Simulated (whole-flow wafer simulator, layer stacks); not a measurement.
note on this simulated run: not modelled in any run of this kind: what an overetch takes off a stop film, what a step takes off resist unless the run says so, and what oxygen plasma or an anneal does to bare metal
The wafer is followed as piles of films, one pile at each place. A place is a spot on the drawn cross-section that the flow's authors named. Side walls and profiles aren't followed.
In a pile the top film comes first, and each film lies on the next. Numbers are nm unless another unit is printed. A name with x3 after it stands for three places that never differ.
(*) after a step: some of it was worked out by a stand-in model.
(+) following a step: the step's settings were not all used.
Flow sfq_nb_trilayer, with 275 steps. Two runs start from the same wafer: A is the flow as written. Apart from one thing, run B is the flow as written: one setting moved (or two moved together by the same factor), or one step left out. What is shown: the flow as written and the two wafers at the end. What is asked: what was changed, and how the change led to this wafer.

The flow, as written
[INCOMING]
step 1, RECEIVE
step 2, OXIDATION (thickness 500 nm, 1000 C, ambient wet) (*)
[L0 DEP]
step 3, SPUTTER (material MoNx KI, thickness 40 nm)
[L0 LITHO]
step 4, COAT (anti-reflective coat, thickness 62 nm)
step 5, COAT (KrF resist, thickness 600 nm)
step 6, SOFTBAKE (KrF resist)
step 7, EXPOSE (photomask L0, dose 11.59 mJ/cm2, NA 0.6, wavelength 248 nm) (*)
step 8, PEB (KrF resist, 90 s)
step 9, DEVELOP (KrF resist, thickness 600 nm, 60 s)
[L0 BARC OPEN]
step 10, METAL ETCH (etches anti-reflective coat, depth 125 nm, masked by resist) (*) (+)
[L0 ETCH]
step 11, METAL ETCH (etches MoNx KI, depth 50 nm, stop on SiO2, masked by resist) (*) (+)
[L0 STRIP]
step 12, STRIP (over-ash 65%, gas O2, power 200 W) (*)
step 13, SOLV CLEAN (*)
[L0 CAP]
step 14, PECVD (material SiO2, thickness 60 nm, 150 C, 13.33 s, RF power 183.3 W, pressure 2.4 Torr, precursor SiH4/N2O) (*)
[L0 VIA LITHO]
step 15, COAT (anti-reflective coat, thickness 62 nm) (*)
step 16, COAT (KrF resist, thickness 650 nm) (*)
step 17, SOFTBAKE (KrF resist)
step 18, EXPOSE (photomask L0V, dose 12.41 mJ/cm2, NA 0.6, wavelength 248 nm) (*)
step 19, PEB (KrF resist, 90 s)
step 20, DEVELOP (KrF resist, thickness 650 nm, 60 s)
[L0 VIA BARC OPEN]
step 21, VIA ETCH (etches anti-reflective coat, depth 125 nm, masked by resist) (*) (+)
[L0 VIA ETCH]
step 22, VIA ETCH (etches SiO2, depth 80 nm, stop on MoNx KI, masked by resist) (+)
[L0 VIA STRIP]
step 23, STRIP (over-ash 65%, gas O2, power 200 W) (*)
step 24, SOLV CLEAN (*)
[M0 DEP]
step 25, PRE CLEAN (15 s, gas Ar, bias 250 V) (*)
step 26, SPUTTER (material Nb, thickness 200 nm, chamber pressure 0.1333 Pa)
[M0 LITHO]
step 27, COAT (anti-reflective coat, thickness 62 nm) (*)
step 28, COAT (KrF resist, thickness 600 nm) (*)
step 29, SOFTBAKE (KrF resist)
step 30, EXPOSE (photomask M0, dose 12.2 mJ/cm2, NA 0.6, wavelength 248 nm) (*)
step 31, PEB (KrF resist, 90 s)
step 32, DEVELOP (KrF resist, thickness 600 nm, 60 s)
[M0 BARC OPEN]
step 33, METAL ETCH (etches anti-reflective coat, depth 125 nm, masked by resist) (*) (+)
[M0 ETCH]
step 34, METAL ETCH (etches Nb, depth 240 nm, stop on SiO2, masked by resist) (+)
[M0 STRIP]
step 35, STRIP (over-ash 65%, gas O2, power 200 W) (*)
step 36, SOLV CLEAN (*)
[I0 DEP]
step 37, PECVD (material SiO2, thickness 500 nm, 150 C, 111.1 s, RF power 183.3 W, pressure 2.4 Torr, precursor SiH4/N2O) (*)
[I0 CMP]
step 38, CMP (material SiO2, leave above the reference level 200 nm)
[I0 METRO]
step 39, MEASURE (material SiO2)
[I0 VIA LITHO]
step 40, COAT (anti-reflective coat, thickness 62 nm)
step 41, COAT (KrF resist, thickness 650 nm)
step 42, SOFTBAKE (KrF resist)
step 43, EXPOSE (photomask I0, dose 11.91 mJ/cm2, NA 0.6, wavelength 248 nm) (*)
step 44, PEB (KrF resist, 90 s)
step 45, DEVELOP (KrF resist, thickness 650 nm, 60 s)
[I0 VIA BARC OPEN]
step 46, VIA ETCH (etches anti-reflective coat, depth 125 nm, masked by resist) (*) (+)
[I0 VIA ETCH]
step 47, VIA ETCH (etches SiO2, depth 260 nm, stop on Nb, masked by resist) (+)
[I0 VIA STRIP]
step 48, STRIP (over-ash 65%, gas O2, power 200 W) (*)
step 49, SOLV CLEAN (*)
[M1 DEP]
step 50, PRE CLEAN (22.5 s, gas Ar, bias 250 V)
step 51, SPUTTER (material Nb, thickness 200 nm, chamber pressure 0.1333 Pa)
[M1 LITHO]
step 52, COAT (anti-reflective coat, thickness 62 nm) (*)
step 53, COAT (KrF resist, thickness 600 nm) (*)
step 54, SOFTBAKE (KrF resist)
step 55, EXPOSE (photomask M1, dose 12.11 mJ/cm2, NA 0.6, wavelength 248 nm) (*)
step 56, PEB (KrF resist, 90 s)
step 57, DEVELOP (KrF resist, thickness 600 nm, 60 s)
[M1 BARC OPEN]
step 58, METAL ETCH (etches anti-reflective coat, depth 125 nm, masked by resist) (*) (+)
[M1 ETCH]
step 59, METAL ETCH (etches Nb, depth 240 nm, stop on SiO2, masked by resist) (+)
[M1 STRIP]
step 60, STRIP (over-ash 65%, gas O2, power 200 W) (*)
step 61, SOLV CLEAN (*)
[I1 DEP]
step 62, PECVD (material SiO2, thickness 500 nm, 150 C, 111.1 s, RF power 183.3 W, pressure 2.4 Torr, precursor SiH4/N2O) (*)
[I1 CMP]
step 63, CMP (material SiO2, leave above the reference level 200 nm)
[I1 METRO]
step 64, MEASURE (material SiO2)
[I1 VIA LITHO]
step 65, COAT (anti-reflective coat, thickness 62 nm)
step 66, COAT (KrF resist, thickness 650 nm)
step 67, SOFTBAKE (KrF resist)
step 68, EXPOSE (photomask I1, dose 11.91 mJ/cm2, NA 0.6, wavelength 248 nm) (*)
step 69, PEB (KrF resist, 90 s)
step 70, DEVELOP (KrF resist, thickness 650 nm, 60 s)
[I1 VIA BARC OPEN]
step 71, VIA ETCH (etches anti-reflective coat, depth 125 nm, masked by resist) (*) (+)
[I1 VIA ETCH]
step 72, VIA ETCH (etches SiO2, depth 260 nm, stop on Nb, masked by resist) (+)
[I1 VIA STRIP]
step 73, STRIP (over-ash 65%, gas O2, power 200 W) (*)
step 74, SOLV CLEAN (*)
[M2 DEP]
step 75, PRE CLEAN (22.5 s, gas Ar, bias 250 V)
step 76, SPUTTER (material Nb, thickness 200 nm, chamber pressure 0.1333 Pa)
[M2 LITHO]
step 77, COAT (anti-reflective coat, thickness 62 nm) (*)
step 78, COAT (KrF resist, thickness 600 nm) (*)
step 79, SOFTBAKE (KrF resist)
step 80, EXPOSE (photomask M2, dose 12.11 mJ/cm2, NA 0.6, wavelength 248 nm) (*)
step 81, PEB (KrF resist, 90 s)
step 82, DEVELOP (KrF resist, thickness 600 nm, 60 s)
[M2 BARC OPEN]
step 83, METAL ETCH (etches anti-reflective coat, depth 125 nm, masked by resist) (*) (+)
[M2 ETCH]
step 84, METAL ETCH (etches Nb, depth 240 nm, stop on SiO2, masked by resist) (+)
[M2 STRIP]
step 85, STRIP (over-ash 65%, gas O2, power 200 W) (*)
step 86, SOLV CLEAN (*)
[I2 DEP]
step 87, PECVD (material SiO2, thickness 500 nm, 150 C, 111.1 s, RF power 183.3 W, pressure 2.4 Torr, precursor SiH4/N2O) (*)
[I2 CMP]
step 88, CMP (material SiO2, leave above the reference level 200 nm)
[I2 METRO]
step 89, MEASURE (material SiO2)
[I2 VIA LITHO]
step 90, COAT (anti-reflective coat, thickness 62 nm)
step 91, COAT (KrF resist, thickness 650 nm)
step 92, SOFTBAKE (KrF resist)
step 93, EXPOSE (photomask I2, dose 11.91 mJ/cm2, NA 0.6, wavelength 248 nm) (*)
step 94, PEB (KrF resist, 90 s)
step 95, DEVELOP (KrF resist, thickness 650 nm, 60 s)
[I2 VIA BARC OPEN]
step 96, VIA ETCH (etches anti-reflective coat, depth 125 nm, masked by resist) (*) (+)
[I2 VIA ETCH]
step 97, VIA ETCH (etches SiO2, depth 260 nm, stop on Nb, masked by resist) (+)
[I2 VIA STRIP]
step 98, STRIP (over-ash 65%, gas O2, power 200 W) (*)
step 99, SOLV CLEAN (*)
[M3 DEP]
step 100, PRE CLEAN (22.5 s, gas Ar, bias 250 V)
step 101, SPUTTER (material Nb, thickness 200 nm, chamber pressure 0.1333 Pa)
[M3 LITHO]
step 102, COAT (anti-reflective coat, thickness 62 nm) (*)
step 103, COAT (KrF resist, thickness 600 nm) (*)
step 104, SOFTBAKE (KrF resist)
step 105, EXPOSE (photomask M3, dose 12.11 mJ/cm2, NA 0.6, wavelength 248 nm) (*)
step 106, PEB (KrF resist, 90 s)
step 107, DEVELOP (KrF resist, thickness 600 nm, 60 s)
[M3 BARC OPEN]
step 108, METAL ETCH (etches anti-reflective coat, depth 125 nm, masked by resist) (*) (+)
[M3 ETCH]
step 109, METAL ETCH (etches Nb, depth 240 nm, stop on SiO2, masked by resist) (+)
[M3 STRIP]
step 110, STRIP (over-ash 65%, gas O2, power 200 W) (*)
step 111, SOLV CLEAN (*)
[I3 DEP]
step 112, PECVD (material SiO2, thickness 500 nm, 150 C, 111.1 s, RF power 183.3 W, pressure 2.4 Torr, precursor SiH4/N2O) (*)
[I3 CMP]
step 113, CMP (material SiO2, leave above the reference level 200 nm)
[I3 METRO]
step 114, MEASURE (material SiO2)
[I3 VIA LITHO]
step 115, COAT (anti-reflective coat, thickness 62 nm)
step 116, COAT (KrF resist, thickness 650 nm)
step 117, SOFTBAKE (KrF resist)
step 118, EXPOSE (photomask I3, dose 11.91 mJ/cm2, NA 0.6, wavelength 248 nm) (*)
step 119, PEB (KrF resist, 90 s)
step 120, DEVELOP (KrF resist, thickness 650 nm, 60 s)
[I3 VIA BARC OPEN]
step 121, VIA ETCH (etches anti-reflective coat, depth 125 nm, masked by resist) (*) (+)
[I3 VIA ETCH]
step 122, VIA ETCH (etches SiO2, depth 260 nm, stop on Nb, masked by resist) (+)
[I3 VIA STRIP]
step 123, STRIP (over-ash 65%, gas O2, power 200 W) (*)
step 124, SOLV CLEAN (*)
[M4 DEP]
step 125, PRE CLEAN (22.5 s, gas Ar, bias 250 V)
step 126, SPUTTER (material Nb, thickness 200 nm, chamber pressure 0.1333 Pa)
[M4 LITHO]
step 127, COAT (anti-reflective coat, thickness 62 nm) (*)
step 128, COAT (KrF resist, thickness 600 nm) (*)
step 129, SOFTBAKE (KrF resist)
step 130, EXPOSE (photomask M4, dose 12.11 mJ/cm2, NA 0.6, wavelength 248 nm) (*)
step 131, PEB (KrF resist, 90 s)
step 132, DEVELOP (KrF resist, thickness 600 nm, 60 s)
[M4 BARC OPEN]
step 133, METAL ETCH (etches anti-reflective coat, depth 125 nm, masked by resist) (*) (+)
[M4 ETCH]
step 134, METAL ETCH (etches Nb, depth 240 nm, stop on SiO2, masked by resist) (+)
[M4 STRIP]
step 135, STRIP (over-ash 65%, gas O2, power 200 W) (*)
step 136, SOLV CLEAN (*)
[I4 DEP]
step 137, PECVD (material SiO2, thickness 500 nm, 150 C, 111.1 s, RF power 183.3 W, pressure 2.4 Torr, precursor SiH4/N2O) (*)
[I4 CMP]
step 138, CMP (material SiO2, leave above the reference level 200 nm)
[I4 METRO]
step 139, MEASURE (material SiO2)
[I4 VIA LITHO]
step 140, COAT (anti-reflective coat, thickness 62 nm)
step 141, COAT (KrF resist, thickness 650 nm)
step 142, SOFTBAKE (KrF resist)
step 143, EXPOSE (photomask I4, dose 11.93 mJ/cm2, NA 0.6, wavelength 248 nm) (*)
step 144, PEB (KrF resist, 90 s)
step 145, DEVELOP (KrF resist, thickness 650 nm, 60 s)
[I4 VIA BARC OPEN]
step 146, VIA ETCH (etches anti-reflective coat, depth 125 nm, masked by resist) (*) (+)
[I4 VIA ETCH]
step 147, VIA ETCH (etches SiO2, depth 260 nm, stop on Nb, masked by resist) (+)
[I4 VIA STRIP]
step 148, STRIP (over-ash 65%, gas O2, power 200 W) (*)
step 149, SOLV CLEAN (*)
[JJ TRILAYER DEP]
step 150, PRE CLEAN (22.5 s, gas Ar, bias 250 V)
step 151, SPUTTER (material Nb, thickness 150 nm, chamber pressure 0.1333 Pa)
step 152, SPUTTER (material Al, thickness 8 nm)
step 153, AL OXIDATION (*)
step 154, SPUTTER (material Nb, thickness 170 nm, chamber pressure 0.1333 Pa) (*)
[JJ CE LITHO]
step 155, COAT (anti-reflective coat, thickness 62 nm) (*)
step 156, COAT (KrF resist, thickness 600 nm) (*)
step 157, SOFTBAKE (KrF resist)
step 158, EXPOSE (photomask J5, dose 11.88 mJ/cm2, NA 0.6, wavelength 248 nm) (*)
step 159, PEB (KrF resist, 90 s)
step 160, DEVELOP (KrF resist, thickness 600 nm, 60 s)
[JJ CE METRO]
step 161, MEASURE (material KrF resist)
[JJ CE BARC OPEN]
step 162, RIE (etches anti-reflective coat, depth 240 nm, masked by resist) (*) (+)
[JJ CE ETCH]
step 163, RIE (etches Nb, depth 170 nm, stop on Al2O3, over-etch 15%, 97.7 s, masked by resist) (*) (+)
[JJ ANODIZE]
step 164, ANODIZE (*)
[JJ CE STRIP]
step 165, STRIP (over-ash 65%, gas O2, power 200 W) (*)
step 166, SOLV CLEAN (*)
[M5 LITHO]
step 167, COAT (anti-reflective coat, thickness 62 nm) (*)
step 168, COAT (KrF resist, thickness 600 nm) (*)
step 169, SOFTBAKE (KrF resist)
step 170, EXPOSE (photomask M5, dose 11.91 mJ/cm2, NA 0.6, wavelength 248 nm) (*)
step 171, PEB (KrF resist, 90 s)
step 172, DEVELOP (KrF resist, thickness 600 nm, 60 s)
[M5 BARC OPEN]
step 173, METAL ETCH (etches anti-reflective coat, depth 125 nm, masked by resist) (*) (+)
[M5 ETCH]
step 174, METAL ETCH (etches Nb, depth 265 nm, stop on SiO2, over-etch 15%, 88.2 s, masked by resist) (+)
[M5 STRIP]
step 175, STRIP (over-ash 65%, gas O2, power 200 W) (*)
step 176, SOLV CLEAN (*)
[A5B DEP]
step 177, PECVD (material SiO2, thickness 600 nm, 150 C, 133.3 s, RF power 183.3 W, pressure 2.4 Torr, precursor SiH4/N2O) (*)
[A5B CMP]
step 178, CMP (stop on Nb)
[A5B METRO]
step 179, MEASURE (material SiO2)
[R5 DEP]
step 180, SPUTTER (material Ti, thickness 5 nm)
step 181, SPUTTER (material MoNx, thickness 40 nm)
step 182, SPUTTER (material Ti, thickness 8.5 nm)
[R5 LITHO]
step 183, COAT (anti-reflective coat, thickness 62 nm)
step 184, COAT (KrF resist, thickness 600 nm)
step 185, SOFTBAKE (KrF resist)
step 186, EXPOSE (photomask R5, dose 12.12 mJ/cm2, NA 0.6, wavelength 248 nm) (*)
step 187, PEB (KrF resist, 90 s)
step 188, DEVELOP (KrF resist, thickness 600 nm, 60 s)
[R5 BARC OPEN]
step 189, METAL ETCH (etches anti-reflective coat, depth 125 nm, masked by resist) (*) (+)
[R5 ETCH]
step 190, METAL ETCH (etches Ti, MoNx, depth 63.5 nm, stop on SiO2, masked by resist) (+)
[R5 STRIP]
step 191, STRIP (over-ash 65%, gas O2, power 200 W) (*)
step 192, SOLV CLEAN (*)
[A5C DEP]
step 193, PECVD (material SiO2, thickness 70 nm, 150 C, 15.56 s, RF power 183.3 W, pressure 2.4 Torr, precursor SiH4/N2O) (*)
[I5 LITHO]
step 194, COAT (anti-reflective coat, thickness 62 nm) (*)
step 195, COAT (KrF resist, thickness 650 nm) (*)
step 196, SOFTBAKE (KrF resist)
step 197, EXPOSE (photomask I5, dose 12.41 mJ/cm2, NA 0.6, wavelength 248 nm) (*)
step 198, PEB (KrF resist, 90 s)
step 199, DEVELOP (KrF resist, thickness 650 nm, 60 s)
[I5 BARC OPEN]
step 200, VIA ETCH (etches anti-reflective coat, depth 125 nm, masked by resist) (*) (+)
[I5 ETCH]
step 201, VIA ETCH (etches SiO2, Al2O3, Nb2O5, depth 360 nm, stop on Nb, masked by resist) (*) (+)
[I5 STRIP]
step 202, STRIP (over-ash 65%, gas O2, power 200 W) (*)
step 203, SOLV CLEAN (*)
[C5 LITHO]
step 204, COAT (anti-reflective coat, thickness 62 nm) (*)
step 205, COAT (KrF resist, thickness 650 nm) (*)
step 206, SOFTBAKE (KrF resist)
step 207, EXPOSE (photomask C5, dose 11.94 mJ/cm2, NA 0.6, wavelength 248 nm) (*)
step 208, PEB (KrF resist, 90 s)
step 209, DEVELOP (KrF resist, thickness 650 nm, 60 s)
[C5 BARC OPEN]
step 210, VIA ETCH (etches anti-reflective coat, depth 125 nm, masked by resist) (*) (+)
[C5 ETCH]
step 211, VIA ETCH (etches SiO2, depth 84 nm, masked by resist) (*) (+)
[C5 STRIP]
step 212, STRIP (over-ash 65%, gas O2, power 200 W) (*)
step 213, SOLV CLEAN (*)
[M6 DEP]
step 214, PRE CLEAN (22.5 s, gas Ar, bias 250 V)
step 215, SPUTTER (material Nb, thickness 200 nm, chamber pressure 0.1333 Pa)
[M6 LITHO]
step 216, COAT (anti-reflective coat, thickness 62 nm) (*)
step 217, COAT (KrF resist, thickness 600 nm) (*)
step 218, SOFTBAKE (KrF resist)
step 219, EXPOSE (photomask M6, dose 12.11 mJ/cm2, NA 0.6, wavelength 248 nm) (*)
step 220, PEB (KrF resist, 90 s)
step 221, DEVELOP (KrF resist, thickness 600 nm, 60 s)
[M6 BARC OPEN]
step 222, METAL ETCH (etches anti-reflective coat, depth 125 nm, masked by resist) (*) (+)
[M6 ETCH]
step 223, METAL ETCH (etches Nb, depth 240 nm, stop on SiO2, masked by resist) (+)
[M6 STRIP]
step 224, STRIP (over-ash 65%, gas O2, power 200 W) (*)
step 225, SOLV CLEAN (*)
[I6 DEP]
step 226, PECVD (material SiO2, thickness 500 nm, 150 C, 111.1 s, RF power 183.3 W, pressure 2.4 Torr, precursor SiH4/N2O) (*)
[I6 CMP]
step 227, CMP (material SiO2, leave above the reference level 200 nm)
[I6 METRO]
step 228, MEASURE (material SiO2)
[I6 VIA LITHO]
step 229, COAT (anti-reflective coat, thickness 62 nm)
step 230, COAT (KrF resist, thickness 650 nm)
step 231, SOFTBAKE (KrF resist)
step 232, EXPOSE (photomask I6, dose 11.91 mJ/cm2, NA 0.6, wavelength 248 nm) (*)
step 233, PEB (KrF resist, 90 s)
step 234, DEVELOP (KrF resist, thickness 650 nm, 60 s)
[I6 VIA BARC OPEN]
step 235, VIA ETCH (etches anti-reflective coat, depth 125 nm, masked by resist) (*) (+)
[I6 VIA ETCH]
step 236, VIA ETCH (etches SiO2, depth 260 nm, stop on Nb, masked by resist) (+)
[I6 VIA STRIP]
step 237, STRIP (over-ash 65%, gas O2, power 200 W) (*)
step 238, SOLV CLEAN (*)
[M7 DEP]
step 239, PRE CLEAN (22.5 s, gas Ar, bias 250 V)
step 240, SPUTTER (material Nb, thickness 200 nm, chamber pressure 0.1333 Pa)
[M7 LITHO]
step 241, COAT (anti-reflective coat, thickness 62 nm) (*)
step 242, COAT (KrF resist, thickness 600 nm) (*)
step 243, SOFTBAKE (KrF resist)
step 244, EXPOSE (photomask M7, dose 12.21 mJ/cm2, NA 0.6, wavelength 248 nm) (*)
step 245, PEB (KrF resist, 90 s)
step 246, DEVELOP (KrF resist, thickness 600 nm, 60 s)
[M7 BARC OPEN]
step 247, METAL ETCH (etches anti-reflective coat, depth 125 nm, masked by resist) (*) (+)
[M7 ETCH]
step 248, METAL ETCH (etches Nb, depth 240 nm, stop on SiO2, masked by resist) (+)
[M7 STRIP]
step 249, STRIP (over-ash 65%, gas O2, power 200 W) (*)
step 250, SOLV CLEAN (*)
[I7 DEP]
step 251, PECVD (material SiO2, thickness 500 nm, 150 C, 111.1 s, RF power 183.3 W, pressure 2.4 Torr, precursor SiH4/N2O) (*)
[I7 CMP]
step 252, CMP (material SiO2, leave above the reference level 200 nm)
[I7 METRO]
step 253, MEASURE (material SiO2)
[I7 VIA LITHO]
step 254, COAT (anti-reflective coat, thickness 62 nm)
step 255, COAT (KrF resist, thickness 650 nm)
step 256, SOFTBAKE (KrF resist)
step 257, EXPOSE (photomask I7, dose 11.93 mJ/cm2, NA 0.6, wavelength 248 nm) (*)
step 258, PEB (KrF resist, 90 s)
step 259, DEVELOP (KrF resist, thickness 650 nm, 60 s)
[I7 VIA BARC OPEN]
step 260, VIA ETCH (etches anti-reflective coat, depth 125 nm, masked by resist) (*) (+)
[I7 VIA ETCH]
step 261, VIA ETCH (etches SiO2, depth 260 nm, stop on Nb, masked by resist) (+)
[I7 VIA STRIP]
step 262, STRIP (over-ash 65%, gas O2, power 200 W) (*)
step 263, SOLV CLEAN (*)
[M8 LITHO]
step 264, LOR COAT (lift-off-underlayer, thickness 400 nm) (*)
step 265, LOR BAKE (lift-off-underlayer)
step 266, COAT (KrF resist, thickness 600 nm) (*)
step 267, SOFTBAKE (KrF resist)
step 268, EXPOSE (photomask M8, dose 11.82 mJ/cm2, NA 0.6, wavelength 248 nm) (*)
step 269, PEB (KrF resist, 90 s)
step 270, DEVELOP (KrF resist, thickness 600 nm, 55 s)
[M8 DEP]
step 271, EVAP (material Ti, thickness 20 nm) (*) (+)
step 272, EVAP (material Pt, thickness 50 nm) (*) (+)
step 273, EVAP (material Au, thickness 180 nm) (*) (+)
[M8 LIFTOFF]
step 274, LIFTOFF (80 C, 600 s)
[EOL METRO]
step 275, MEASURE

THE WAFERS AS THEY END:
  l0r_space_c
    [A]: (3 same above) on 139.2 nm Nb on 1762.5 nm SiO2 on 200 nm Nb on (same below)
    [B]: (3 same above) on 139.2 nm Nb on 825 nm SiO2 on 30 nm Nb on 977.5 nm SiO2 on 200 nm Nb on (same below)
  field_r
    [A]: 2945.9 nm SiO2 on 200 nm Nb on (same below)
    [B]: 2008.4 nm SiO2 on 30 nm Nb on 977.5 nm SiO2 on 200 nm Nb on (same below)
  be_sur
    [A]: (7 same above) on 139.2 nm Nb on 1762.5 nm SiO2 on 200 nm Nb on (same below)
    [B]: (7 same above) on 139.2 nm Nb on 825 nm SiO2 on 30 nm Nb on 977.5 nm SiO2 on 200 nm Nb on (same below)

The reason: step 101, SPUTTER: thickness 270 nm was run, whereas the flow has thickness 200 nm.

Step by step, how the change led to this:
  step 101, SPUTTER (material Nb, thickness 200 nm, chamber pressure 0.1333 Pa)
      field_l, v_sur, via_wl and 102 more: A +200 Nb (new film) | B +270 Nb (new film)
      via_w: A +165.5 Nb | B +224.4 Nb
  step 102, COAT (anti-reflective coat, thickness 62 nm) (*)
      via_wl, via_wr: A +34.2 anti-reflective coat (new film) | B +33 anti-reflective coat (new film)
  step 109, METAL ETCH (etches Nb, depth 240 nm, stop on SiO2, masked by resist) (+)
      field_l, be, be_sur and 72 more: A -200 Nb (all of it) | B -240 Nb
  step 110, STRIP (over-ash 65%, gas O2, power 200 W) (*)
      via_wl, via_wr: A -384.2 KrF resist (all of it), -34.2 anti-reflective coat (all of it) | B -383.9 KrF resist (all of it), -33 anti-reflective coat (all of it)
  step 112, PECVD (material SiO2, thickness 500 nm, 150 C, 111.1 s, RF power 183.3 W, pressure 2.4 Torr, precursor SiH4/N2O) (*)
      field_l, be, be_sur and 64 more: A +500 SiO2 | B +500 SiO2 (new film)
      p4_g1, p4_g2, p3_s0, p3_s1, p3_s2, p3_s3, p3_s4, p3_s5: A +557.1 SiO2 | B +597.1 SiO2 (new film)
      (as well as at 1 more place)
  step 113, CMP (material SiO2, leave above the reference level 200 nm)
      field_l, be, be_sur and 64 more: A -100 SiO2 | B -60 SiO2
      via_w: A -181.6 SiO2 | B -157.1 SiO2
Taking metal films that touch as one body, l0r_space_c has 3 bodies (between them, from the top down: SiO2 825; SiO2 977.5); the flow as written gives 2 bodies (between them, from the top down: SiO2 1762.5).
Taking metal films that touch as one body, field_r has 2 bodies (between them, from the top down: SiO2 977.5); the flow as written gives 1 body.
Taking metal films that touch as one body, be_sur has 5 bodies (between them, from the top down: SiO2 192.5; SiO2 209 / Al2O3 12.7 / Nb2O5 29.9; SiO2 825; SiO2 977.5); the flow as written gives 4 bodies (between them, from the top down: SiO2 192.5; SiO2 209 / Al2O3 12.7 / Nb2O5 29.9; SiO2 1762.5).
